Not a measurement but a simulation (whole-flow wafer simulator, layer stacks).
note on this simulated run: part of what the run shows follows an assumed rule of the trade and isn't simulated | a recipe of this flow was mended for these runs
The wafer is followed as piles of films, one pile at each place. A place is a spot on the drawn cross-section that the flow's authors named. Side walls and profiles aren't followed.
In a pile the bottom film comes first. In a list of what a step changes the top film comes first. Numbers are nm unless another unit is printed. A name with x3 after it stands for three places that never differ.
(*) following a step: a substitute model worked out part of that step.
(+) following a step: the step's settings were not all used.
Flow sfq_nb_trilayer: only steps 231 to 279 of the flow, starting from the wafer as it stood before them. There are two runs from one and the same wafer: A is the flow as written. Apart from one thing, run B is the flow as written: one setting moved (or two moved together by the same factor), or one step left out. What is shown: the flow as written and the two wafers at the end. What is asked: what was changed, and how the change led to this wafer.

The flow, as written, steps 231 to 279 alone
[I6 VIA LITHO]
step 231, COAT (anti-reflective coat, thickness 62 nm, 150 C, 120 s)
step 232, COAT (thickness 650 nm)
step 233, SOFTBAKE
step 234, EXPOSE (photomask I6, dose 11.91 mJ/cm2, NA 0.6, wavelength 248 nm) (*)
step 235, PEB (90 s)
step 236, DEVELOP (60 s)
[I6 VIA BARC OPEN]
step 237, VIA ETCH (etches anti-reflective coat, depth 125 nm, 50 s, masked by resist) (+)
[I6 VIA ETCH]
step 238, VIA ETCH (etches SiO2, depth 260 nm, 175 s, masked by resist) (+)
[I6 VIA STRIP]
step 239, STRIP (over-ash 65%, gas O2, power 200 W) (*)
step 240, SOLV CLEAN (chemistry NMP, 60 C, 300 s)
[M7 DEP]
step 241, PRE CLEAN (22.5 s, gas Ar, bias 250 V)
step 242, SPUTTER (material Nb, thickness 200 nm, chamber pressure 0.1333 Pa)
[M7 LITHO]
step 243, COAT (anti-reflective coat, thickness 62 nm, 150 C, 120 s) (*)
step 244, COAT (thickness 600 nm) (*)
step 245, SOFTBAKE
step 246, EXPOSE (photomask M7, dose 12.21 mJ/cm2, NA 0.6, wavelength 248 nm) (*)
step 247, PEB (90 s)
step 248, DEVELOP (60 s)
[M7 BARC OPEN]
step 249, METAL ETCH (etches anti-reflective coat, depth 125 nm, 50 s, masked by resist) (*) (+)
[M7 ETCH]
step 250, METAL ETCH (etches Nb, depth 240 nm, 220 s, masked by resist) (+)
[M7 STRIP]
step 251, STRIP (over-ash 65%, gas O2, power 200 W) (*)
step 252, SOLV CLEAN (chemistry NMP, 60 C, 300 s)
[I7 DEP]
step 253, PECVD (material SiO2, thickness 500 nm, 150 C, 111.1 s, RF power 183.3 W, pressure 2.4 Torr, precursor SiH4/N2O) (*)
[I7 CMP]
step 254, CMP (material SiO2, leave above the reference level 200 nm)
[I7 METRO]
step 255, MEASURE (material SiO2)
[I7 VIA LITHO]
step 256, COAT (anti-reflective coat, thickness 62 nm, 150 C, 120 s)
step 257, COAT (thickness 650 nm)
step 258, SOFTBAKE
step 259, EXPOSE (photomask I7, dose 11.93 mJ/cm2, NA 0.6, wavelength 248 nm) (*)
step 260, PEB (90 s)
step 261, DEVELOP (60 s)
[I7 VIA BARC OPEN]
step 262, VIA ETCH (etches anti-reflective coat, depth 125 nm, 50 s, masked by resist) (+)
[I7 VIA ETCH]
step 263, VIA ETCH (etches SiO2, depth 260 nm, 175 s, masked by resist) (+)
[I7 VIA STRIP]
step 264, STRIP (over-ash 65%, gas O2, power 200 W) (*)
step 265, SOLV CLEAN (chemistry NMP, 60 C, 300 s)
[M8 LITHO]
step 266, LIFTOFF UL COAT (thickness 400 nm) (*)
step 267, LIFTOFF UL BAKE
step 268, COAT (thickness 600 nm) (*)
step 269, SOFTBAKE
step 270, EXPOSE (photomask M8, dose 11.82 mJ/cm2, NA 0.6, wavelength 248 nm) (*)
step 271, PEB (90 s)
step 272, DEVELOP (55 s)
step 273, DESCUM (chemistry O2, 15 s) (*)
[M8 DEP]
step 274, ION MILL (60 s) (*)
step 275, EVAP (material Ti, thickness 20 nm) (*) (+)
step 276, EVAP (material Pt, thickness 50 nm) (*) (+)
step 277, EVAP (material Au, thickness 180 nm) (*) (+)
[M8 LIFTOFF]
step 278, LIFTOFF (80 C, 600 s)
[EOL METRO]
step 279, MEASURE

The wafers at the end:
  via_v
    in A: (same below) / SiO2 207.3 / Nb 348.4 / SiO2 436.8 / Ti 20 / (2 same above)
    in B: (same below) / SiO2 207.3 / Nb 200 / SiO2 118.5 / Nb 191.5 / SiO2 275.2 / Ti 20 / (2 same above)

What caused this: step 237, VIA ETCH: etches anti-reflective coat, depth 125 nm, 50 s, masked by resist (+), was not run.

Step by step, how the change led to this:
  step 238, VIA ETCH (etches SiO2, depth 260 nm, 175 s, masked by resist) (+)
      via_v: A -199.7 SiO2 (all of it), -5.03 Nb | B -62 anti-reflective coat (all of it), -74 SiO2
  step 239, STRIP (over-ash 65%, gas O2, power 200 W) (*)
      field_l, v_sur, via_wl and 102 more: A -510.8 KrF-resist-other-grade (all of it), -62 anti-reflective coat (all of it) | B -580.3 KrF-resist-other-grade (all of it), -62 anti-reflective coat (all of it)
  step 241, PRE CLEAN (22.5 s, gas Ar, bias 250 V)
      via_v: A -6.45 Nb | B -7.5 SiO2
  step 242, SPUTTER (material Nb, thickness 200 nm, chamber pressure 0.1333 Pa)
      via_v: A +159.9 Nb | B +191.5 Nb (new film)
  step 243, COAT (anti-reflective coat, thickness 62 nm, 150 C, 120 s) (*)
      via_wl: A +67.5 anti-reflective coat (new film) | B +64.5 anti-reflective coat (new film)
      via_w: A +70.9 anti-reflective coat (new film) | B +64 anti-reflective coat (new film)
      (and at 6 other places as well)
  step 244, COAT (thickness 600 nm) (*)
      via_wr: A +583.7 KrF-resist-other-grade (new film) | B +597.1 KrF-resist-other-grade (new film)
      via_v: A +742.2 KrF-resist-other-grade (new film) | B +622.2 KrF-resist-other-grade (new film)
  step 251, STRIP (over-ash 65%, gas O2, power 200 W) (*)
      via_wl: A -357.5 KrF-resist-other-grade (all of it), -67.5 anti-reflective coat (all of it) | B -361 KrF-resist-other-grade (all of it), -64.5 anti-reflective coat (all of it)
      via_w: A -351.5 KrF-resist-other-grade (all of it), -70.9 anti-reflective coat (all of it) | B -360 KrF-resist-other-grade (all of it), -64 anti-reflective coat (all of it)
      (and at 6 other places as well)
  step 253, PECVD (material SiO2, thickness 500 nm, 150 C, 111.1 s, RF power 183.3 W, pressure 2.4 Torr, precursor SiH4/N2O) (*)
      via_v: A +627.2 SiO2 (new film) | B +500 SiO2 (new film)
  step 254, CMP (material SiO2, leave above the reference level 200 nm)
      via_v: A -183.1 SiO2 | B -217.5 SiO2
With metal films that touch counted as one body, via_v has 7 bodies (between them, from the top down: SiO2 275.2; SiO2 118.5; SiO2 207.3 / Al2O3 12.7 / Nb2O5 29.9; SiO2 432; SiO2 423.7; SiO2 192.5); the flow as written gives 6 bodies (between them, from the top down: SiO2 436.8; SiO2 207.3 / Al2O3 12.7 / Nb2O5 29.9; SiO2 432; SiO2 423.7; SiO2 192.5).
